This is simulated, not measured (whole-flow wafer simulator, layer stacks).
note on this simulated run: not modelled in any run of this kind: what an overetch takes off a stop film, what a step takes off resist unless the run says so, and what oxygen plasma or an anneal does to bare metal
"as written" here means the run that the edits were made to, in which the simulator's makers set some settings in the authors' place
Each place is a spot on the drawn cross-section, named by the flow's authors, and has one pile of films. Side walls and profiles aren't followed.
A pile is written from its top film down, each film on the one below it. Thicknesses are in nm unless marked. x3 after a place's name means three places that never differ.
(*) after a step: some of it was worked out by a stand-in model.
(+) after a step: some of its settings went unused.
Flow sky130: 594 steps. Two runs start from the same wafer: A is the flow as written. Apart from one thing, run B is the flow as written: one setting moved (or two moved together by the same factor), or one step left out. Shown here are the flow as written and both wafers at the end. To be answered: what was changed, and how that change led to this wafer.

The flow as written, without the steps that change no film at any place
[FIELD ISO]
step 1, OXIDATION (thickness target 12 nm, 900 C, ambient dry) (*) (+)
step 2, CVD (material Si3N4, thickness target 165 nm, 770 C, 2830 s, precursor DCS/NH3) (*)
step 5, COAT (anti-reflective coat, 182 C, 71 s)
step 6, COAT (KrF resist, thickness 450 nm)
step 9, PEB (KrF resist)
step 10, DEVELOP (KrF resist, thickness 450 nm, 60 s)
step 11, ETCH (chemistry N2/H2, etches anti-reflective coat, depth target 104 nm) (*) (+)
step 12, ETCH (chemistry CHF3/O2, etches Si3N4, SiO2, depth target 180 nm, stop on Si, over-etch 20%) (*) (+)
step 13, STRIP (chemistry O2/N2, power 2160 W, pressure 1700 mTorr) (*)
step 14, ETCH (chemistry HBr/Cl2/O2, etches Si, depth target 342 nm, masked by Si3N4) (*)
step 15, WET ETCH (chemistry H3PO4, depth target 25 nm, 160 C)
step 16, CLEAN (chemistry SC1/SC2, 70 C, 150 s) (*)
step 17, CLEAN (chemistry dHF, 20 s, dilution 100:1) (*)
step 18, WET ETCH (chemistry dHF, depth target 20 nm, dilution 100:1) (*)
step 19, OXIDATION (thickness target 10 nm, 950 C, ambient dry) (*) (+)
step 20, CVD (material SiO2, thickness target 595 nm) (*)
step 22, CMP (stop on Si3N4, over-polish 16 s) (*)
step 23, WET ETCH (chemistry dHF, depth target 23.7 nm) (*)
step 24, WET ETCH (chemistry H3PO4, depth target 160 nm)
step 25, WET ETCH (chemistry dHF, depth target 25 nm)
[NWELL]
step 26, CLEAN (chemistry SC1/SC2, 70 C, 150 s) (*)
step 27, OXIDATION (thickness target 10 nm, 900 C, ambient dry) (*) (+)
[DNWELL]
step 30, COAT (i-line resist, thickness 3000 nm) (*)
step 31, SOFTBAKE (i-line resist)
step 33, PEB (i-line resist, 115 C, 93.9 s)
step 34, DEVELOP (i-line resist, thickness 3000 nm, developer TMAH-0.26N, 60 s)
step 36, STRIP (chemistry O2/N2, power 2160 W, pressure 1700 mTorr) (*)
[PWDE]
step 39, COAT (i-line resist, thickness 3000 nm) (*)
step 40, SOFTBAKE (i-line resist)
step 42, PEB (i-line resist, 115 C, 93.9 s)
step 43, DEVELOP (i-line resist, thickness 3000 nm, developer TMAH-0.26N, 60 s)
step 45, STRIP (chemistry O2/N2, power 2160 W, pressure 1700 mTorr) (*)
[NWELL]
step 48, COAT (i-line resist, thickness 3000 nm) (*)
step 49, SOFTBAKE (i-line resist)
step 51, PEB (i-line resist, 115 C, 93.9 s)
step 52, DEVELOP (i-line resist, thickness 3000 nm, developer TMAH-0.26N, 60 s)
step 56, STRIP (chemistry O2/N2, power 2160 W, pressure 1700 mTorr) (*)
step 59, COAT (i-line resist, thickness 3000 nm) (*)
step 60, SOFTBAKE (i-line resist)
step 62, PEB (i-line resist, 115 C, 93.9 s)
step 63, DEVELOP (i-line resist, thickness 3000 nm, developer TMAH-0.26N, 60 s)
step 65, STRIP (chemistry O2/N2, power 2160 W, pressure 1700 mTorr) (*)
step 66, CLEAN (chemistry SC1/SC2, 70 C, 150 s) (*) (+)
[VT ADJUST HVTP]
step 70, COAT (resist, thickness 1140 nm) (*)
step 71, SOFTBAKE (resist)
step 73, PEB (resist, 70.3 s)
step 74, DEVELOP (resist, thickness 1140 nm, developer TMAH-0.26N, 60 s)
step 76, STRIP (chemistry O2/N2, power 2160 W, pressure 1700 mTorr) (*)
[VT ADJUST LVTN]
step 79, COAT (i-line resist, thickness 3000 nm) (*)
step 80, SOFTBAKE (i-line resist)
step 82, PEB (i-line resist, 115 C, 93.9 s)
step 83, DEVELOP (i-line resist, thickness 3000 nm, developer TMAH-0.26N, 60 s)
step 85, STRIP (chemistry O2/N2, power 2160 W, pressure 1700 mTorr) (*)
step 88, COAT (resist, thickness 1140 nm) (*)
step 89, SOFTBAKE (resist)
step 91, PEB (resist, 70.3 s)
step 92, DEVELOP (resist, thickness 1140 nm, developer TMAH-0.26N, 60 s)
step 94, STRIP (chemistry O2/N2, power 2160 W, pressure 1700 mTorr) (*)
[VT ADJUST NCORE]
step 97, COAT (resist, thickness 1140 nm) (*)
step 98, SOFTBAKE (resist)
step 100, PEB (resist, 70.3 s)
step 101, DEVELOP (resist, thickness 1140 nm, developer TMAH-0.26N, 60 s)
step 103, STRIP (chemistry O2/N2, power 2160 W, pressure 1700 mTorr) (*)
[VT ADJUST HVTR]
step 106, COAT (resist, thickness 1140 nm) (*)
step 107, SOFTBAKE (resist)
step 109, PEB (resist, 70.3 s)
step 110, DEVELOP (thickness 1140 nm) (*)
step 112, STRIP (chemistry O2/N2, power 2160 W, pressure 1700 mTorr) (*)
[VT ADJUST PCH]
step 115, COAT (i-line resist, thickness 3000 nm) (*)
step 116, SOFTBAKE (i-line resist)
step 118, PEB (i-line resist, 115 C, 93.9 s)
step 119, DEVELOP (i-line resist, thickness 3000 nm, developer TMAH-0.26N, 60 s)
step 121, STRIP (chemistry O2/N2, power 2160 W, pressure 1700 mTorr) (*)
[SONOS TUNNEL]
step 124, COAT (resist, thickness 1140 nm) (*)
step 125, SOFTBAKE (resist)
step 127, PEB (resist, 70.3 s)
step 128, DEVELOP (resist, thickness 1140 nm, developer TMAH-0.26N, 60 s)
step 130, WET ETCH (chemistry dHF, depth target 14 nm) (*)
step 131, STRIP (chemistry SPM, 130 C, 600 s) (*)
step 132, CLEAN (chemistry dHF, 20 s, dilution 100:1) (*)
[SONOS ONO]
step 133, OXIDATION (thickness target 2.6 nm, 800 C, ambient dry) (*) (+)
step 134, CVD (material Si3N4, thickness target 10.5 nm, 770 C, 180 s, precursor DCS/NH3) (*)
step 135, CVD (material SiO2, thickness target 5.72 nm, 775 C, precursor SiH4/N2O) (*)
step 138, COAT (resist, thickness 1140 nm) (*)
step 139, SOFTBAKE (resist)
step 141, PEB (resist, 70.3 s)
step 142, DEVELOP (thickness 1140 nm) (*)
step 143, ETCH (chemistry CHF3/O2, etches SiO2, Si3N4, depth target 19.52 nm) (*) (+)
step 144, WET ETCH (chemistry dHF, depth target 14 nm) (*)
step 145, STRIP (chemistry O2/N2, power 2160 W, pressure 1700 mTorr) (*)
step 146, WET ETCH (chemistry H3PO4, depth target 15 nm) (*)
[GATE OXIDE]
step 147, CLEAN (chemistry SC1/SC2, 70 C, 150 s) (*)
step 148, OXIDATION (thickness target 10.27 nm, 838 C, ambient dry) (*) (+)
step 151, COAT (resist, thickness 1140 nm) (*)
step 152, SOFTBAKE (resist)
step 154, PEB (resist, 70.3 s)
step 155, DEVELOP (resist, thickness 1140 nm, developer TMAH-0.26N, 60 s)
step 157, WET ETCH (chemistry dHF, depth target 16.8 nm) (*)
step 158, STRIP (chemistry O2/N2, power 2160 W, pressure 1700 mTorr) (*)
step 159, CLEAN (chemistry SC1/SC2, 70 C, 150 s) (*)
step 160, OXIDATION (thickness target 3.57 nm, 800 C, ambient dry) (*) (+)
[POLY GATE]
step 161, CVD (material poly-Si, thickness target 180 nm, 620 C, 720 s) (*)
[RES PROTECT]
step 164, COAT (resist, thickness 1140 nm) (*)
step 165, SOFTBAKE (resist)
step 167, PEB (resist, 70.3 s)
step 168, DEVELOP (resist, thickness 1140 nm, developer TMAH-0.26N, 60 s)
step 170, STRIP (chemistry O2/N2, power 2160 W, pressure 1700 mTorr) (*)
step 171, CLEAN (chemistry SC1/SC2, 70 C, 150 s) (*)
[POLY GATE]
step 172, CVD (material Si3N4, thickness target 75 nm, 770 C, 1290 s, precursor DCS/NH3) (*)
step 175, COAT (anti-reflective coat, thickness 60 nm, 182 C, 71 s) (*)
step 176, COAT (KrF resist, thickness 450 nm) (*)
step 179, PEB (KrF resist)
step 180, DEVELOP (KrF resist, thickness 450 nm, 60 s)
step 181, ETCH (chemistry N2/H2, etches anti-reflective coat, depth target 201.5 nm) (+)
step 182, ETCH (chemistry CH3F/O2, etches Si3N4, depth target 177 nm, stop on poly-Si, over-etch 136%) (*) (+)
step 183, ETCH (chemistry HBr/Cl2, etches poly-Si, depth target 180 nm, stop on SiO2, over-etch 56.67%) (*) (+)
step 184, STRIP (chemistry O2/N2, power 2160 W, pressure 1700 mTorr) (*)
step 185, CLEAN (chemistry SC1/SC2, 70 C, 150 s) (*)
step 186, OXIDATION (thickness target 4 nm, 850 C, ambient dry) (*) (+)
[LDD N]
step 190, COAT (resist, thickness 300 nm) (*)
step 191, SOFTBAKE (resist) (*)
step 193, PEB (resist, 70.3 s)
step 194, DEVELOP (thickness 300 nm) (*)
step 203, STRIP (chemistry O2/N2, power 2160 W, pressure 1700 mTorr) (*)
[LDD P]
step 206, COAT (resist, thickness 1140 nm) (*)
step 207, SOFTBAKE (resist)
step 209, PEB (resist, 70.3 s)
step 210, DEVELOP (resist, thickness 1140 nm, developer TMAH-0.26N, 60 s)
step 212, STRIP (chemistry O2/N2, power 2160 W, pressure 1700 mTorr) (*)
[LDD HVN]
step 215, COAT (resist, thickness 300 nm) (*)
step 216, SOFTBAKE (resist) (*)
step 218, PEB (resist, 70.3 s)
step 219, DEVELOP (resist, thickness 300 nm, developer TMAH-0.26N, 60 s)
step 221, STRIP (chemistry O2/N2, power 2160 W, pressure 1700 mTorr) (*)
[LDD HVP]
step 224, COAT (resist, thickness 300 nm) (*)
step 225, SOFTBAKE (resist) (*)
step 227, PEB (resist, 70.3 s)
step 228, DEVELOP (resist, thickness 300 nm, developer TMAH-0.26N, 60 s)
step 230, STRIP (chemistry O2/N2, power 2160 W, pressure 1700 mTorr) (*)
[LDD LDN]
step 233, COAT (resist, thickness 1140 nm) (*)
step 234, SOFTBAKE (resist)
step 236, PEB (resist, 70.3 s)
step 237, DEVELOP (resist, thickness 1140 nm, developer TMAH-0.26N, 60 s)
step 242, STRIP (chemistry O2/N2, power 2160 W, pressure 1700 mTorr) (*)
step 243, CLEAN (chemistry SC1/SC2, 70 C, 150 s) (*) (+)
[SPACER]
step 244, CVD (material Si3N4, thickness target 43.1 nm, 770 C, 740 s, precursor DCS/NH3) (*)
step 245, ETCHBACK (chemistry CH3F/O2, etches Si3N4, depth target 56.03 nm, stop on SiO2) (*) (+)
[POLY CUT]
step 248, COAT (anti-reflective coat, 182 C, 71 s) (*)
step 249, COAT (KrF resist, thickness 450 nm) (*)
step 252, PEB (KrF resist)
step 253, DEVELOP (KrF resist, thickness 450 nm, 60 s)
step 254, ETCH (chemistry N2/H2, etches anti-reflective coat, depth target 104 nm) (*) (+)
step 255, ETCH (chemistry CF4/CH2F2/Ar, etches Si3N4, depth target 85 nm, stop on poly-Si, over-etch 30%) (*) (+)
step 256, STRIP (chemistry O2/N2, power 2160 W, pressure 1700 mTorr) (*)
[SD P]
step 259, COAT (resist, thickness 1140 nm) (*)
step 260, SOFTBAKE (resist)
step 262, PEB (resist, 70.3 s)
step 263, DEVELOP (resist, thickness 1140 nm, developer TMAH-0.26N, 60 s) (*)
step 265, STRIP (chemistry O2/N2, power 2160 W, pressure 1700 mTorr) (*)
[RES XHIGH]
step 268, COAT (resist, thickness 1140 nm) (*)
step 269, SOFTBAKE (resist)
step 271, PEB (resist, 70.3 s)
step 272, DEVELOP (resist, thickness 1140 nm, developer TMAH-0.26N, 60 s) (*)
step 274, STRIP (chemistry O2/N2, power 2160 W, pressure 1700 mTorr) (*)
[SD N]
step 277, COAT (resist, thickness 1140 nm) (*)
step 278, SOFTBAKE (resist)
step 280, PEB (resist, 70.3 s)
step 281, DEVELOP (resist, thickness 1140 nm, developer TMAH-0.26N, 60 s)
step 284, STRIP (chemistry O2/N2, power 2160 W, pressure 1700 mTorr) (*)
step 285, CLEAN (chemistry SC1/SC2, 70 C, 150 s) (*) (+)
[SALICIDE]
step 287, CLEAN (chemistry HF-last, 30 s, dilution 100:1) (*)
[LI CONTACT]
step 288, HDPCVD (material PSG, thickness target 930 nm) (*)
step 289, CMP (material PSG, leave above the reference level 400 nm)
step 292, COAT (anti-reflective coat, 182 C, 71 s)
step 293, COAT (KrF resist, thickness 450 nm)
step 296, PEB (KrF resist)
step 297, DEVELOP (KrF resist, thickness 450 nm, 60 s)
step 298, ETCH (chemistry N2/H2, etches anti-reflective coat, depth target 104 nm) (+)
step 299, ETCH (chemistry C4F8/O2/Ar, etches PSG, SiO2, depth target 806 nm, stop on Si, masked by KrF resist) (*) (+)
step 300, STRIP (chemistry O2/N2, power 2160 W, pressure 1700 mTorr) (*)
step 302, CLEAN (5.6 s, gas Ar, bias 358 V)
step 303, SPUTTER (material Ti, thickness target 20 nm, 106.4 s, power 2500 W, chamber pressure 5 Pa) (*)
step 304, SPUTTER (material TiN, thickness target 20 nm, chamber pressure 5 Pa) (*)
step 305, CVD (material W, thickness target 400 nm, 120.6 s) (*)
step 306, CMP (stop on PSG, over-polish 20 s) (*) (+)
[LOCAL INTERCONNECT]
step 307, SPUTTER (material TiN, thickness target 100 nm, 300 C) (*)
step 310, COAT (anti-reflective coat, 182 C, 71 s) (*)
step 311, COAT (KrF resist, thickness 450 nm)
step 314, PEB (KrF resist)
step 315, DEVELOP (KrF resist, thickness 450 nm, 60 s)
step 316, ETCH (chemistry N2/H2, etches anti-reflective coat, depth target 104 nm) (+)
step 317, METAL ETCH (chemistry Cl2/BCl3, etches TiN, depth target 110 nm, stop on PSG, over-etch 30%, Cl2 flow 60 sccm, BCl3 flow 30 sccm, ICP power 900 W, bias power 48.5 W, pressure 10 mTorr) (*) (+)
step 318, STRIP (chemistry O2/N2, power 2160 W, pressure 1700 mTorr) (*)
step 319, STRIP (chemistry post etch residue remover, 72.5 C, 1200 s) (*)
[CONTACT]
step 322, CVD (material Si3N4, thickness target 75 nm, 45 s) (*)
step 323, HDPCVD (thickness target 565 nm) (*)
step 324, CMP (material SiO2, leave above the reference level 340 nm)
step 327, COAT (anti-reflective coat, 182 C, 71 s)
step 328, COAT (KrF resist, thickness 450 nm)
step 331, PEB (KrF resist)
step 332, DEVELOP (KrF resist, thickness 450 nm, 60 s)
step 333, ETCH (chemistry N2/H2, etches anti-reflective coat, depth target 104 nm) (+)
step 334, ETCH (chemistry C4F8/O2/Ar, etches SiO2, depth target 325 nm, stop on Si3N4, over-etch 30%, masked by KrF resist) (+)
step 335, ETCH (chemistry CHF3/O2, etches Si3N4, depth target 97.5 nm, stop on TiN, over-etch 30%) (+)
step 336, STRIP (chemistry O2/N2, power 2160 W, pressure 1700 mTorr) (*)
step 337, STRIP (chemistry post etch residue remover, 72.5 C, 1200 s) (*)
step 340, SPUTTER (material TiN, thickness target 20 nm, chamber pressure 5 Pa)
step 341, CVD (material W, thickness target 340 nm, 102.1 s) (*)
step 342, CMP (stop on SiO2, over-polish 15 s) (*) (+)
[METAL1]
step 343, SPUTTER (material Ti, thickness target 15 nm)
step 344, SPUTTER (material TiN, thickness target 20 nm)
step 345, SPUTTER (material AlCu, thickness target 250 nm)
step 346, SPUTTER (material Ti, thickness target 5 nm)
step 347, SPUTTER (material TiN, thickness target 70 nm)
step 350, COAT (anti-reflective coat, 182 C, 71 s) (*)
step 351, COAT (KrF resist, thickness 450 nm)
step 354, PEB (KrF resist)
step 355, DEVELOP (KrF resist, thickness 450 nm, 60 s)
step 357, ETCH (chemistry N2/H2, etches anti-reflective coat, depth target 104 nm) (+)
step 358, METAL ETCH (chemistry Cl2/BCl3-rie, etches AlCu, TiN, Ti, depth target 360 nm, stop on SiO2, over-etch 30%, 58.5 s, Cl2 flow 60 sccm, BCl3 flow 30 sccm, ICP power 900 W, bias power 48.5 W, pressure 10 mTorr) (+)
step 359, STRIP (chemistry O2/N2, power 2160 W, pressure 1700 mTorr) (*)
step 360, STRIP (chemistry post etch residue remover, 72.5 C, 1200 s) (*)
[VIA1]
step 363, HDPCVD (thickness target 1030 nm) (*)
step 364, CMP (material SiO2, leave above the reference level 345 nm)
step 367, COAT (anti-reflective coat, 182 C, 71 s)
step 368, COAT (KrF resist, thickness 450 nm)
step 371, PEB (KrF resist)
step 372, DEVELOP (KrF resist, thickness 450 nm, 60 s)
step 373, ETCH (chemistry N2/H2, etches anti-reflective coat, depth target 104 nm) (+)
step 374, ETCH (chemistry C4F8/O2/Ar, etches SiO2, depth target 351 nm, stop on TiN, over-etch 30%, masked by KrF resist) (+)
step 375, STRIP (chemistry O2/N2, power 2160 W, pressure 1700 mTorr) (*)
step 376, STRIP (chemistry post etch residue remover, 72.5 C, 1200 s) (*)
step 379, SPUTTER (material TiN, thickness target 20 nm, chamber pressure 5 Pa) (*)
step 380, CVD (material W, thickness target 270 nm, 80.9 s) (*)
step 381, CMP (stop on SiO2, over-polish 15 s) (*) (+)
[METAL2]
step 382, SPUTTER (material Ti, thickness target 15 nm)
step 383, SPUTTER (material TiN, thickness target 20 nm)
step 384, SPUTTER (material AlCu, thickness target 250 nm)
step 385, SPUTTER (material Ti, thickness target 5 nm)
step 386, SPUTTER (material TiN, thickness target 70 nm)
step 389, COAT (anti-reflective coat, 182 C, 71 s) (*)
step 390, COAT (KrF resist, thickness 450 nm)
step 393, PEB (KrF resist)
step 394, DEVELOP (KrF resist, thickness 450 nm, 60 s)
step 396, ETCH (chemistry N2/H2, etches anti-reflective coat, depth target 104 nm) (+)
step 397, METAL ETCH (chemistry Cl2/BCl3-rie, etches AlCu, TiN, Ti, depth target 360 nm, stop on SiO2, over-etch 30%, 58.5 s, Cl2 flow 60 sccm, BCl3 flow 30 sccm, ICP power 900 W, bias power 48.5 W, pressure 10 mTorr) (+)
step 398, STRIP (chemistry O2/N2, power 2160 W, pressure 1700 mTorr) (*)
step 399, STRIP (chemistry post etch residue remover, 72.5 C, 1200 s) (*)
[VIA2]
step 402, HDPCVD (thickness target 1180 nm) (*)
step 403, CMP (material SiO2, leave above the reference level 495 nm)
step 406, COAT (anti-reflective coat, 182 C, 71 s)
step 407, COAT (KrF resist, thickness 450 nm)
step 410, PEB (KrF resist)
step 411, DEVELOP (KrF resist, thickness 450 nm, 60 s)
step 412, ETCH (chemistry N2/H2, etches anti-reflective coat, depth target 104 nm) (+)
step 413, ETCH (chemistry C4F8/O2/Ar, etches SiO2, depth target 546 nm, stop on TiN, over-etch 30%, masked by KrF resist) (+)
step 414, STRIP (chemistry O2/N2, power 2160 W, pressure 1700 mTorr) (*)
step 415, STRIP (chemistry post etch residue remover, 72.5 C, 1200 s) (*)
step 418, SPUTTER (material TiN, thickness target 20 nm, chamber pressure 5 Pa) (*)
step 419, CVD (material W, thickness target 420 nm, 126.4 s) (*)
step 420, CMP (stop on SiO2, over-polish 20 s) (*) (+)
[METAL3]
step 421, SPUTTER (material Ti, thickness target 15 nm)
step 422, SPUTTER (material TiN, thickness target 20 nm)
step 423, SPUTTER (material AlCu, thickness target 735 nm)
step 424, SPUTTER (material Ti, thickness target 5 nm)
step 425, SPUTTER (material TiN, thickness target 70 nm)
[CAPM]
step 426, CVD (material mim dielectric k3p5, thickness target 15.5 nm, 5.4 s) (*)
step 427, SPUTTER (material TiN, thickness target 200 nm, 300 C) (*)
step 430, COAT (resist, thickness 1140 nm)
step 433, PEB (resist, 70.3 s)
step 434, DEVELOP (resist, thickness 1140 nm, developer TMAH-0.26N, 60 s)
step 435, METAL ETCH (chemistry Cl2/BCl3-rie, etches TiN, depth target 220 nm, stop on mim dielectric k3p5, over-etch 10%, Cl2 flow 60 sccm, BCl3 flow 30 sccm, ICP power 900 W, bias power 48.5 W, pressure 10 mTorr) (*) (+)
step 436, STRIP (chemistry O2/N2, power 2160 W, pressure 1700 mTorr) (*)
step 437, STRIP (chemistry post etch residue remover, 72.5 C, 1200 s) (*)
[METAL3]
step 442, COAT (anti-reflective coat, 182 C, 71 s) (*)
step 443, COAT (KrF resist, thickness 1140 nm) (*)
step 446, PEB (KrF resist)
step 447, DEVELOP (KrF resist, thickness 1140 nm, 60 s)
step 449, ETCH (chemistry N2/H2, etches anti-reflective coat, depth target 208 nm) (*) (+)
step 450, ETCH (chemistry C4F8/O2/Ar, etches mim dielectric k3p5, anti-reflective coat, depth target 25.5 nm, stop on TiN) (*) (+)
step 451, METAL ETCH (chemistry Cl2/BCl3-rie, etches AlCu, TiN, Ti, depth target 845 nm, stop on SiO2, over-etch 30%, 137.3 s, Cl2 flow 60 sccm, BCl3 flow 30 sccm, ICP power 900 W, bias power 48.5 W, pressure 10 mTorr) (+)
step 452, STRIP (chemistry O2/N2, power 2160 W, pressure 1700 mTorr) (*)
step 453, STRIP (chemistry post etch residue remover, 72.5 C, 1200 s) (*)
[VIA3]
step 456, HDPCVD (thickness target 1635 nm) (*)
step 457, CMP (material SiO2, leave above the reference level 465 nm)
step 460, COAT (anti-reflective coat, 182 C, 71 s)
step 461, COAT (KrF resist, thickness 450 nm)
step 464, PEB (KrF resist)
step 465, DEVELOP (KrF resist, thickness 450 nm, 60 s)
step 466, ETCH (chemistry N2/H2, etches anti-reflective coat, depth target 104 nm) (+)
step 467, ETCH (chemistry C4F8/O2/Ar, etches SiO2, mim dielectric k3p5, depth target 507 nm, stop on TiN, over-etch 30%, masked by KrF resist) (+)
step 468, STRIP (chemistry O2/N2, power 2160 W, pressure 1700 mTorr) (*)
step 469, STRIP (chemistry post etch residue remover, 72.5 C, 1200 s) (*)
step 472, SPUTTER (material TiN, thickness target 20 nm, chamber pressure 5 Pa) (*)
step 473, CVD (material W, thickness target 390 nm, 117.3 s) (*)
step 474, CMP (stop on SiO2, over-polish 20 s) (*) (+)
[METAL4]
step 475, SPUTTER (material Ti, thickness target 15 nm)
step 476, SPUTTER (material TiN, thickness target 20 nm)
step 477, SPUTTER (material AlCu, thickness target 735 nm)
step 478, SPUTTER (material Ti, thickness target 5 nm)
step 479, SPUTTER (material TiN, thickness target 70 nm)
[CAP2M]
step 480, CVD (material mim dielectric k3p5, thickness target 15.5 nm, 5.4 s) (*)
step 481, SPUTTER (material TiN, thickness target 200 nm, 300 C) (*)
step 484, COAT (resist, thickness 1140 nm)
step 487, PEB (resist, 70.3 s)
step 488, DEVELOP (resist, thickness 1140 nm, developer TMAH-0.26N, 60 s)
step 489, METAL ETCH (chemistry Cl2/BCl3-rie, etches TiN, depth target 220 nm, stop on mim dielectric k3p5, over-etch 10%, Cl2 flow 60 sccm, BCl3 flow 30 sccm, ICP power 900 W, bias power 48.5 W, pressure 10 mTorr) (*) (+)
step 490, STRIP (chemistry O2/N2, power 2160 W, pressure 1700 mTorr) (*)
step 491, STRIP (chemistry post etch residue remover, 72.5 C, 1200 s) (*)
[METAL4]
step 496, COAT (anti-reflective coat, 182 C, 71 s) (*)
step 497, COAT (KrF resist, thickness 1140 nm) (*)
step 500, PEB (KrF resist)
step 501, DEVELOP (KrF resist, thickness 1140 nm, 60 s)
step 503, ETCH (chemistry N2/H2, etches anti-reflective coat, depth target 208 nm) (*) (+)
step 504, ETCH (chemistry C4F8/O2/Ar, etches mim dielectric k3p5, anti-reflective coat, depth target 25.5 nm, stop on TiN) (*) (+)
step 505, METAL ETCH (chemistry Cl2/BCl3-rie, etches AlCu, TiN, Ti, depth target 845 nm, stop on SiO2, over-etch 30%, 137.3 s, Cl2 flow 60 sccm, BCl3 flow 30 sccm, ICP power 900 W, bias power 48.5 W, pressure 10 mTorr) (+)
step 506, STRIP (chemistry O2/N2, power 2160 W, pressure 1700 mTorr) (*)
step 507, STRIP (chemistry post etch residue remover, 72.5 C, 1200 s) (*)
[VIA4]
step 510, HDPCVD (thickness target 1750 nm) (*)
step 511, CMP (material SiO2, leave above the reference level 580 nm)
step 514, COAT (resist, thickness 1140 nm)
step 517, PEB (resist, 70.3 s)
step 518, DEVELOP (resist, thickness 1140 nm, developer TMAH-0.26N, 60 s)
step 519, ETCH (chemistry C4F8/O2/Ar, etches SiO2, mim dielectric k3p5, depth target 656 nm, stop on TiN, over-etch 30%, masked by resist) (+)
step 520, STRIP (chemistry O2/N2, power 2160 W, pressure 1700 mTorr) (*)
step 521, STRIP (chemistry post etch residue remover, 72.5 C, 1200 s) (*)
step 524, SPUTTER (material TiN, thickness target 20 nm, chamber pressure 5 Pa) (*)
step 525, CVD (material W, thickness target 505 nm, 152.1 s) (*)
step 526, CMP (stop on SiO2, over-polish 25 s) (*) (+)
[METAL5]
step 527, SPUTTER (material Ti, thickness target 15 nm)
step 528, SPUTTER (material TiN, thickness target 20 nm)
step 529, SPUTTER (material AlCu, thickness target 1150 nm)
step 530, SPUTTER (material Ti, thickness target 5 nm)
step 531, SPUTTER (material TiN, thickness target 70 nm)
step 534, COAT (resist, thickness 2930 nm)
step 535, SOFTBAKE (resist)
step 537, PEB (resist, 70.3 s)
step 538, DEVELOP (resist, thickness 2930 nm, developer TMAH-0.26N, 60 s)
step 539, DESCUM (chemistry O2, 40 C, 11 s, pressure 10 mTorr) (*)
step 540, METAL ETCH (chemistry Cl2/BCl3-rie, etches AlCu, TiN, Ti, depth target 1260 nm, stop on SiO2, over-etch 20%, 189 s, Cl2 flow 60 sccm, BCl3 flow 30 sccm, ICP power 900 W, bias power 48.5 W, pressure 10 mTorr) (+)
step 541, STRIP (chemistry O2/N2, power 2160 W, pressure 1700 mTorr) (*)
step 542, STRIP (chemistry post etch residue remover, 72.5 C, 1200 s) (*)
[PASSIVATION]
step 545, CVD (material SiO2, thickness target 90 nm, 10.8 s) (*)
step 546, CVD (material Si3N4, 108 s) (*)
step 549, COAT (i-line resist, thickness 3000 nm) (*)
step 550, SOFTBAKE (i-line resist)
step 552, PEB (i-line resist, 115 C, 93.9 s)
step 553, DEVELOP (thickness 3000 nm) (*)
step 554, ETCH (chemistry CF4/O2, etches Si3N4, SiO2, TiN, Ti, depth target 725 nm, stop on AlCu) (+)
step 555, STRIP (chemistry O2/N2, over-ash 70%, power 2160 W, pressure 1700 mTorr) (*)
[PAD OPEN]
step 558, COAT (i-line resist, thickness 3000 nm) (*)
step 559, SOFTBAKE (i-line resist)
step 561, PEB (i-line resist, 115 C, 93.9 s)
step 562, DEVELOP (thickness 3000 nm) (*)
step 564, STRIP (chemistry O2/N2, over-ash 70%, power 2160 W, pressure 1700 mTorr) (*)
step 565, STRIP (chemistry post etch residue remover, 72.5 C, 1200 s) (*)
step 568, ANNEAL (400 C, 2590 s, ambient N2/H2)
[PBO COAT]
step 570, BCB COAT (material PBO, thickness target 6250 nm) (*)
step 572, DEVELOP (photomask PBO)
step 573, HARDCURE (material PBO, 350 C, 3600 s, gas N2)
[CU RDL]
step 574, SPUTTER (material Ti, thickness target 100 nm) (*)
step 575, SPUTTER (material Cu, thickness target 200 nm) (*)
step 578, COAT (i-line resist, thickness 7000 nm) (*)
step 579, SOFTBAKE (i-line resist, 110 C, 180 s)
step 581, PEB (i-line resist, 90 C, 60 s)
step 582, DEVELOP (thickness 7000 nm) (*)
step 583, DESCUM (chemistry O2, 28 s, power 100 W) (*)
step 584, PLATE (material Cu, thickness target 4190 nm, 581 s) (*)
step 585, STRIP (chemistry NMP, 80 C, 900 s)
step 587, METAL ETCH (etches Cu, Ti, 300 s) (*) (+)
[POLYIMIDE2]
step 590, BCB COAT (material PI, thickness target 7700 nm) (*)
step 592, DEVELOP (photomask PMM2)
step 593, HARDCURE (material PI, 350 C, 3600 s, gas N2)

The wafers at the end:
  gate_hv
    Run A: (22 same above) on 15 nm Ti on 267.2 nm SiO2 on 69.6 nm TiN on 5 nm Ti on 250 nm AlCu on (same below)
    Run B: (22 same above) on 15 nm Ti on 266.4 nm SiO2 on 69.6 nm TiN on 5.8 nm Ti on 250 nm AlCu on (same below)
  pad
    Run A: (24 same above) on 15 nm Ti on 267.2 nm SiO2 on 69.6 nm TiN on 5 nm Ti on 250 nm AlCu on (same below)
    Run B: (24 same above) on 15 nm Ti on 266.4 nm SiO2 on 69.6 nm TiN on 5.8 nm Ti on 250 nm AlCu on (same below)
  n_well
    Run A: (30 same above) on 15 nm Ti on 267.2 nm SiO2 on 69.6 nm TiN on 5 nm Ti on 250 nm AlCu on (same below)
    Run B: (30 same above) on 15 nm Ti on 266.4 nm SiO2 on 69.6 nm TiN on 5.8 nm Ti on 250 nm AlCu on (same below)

What caused this: step 346, SPUTTER: thickness target 5.8 nm was run, though the flow has thickness target 5 nm.
One can read it off the wafer: gate_hv has Ti 5.8, and step 346 as written asks for 5 nm.

Step by step, how the change led to this:
  step 346, SPUTTER (material Ti, thickness target 5 nm)
      field, active, n_well and 188 more: A Ti gains 5 (new film) | B Ti gains 5.8 (new film)
  step 358, METAL ETCH (chemistry Cl2/BCl3-rie, etches AlCu, TiN, Ti, depth target 360 nm, stop on SiO2, over-etch 30%, 58.5 s, Cl2 flow 60 sccm, BCl3 flow 30 sccm, ICP power 900 W, bias power 48.5 W, pressure 10 mTorr) (+)
      field, active, gate and 81 more: A TiN loses 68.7 (all of it), Ti loses 5 (all of it), AlCu loses 250 (all of it), TiN loses 20 (all of it), Ti loses 15 (all of it), SiO2 loses 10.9 | B TiN loses 68.7 (all of it), Ti loses 5.8 (all of it), AlCu loses 250 (all of it), TiN loses 20 (all of it), Ti loses 15 (all of it), SiO2 loses 10.9
